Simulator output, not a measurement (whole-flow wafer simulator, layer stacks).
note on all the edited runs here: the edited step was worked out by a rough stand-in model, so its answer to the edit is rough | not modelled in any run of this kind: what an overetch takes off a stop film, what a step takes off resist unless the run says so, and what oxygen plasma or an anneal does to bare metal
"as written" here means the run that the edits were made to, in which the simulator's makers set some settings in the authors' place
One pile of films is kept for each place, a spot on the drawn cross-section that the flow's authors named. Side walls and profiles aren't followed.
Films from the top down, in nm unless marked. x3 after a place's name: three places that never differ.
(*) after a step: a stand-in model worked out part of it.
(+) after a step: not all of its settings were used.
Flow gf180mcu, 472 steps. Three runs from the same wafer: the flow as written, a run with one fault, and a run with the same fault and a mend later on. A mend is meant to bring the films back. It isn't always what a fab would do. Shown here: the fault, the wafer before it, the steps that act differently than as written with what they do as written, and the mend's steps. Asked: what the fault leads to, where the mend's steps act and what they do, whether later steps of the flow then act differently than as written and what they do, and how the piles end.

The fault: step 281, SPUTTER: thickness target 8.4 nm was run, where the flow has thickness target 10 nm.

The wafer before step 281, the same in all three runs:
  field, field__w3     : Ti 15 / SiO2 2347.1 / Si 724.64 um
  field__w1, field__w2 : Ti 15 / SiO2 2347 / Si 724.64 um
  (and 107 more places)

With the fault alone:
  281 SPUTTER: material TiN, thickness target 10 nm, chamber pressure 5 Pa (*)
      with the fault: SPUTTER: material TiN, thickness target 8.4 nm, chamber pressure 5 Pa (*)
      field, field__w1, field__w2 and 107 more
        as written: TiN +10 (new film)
        with the fault: TiN +8.4 (new film)
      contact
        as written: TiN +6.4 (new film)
        with the fault: TiN +5.38 (new film)
  Later steps of the flow that act differently than as written (1 more step differs only slightly, by at most 2% or 0.5 nm, whichever is larger, and isn't shown):
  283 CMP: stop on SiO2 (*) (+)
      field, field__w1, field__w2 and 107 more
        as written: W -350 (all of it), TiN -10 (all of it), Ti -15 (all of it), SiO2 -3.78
        with the fault: W -350 (all of it), TiN -8.4 (all of it), Ti -15 (all of it), SiO2 -3.77
  At the end the piles differ from the flow's by more than 2% or 0.5 nm, whichever is larger, at contact.
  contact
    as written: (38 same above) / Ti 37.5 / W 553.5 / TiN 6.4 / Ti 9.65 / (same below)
    with the fault: (38 same above) / Ti 37.5 / W 554.5 / TiN 5.38 / Ti 9.65 / (same below)

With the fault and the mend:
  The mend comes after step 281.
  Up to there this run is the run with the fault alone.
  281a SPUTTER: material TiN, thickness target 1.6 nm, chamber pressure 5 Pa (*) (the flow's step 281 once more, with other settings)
      field, field__w1, field__w2 and 107 more
        TiN +1.6
      contact
        TiN +1.02
  No later step of the flow acts differently than as written at any place that is followed.
  At the end the piles are the same as the flow's at every place that both follow.
